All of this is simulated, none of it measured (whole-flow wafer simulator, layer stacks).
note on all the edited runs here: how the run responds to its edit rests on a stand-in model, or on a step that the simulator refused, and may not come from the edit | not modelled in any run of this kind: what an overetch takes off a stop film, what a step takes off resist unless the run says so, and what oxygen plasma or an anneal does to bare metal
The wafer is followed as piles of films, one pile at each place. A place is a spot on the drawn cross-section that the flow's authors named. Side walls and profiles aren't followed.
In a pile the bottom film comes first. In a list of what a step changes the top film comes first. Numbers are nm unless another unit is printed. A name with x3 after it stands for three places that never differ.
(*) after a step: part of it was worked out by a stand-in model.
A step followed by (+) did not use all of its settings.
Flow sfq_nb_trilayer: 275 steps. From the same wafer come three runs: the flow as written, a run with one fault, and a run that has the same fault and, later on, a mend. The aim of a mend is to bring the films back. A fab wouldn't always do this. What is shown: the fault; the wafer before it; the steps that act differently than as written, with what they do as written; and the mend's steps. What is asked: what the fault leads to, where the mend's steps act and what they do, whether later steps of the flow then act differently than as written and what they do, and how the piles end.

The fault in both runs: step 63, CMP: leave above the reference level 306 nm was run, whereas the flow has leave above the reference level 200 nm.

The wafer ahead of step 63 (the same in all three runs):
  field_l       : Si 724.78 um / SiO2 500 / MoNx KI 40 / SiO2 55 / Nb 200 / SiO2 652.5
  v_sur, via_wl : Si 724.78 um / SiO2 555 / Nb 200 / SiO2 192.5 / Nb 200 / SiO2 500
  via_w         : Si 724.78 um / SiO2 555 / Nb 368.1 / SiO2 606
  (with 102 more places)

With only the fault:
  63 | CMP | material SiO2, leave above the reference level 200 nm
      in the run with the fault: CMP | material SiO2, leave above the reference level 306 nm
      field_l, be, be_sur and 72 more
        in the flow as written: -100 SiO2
        in the run with the fault: nothing
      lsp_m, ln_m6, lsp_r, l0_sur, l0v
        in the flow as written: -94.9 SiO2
        in the run with the fault: nothing
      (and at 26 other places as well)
  Later steps of the flow acting differently than as written (not shown: 8 more steps that differ only slightly, by at most 2% or 0.5 nm, whichever is larger):
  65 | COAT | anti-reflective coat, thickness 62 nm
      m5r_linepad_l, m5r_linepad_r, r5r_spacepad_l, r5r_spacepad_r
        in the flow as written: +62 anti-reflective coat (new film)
        in the run with the fault: +64.5 anti-reflective coat (new film)
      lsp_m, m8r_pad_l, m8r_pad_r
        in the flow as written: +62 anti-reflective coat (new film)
        in the run with the fault: +63.7 anti-reflective coat (new film)
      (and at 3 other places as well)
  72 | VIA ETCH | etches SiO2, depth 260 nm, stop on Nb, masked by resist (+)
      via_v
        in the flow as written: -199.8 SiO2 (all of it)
        in the run with the fault: -260 SiO2
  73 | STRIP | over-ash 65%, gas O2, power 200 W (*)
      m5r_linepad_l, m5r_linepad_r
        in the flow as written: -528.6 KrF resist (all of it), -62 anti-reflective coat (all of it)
        in the run with the fault: -527.9 KrF resist (all of it), -64.5 anti-reflective coat (all of it)
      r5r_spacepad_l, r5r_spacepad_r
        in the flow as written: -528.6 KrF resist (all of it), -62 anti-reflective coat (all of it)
        in the run with the fault: -528.2 KrF resist (all of it), -64.5 anti-reflective coat (all of it)
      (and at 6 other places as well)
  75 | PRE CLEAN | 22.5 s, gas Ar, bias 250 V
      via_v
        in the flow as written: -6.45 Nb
        in the run with the fault: -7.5 SiO2
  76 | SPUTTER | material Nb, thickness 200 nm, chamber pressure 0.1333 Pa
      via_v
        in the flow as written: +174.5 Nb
        in the run with the fault: +163.1 Nb (new film)
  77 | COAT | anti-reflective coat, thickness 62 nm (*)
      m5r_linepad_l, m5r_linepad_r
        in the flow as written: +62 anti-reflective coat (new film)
        in the run with the fault: +64.2 anti-reflective coat (new film)
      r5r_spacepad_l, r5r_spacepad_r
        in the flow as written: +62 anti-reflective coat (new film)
        in the run with the fault: +64.3 anti-reflective coat (new film)
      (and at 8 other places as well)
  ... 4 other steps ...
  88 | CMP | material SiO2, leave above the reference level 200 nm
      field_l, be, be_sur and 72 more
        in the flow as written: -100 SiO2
        in the run with the fault: -94 SiO2
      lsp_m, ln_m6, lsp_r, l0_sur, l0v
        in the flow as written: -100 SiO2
        in the run with the fault: -88.9 SiO2
  The piles end different from the flow's at field_l, v_sur, via_wl and 103 more by more than 2% or 0.5 nm, whichever is larger.
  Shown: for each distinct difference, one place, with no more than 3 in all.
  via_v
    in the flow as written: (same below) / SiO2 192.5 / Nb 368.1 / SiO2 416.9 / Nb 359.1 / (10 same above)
    in the run with the fault: (same below) / SiO2 192.5 / Nb 200 / SiO2 38.3 / Nb 163.1 / SiO2 489.6 / Nb 359.1 / (10 same above)
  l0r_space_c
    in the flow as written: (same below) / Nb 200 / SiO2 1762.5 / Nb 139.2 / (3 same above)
    in the run with the fault: (same below) / Nb 200 / SiO2 1868.5 / Nb 139.2 / (3 same above)
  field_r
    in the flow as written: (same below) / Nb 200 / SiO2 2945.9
    in the run with the fault: (same below) / Nb 200 / SiO2 3051.9

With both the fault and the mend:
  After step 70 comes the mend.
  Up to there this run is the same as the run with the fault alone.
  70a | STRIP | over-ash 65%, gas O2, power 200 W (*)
      wl_a_sr, wl_b_sl, wl_b_m5, wl_b_sr, wl_c_sl, wl_c_m6, wl_c_sr, wl_d_sl
        -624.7 KrF resist (all of it), -61.9 anti-reflective coat (all of it)
      p3_s2, p3_l3, p3_s3, p3_l4, p3_s4, p3_l5, p3_s5
        -625.3 KrF resist (all of it), -62.1 anti-reflective coat (all of it)
      m0r_line_l, m0r_line_r, m6r_line_l, m6r_line_r, m7r_line_l, m7r_line_r
        -626.1 KrF resist (all of it), -62.2 anti-reflective coat (all of it)
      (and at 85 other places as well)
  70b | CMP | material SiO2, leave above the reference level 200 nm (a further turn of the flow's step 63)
      field_l, be, be_sur and 72 more
        -100 SiO2
      v_sur, via_wl, via_w and 23 more
        -106 SiO2
      lsp_m, ln_m6, lsp_r, l0_sur, l0v
        -94.9 SiO2
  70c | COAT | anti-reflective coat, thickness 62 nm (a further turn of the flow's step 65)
      field_l, v_sur, via_wl and 103 more
        +62 anti-reflective coat (new film)
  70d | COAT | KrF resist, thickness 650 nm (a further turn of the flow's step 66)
      field_l, v_sur, via_wl and 103 more
        +650 KrF resist (new film)
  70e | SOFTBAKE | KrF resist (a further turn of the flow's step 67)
      does not change any film at any place that is followed
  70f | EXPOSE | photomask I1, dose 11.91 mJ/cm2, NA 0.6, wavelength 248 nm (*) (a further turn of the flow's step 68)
      does not change any film at any place that is followed
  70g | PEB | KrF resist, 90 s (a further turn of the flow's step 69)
      field_l, v_sur, via_wl and 103 more
        -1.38 KrF resist
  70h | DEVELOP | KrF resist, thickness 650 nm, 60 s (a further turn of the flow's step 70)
      field_l, v_sur, via_wl and 102 more
        -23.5 KrF resist
      via_v
        -648.6 KrF resist (all of it)
  None of the later steps of the flow acts differently than as written at any place that is followed.
  The piles end the same as the flow's at every place that both follow.
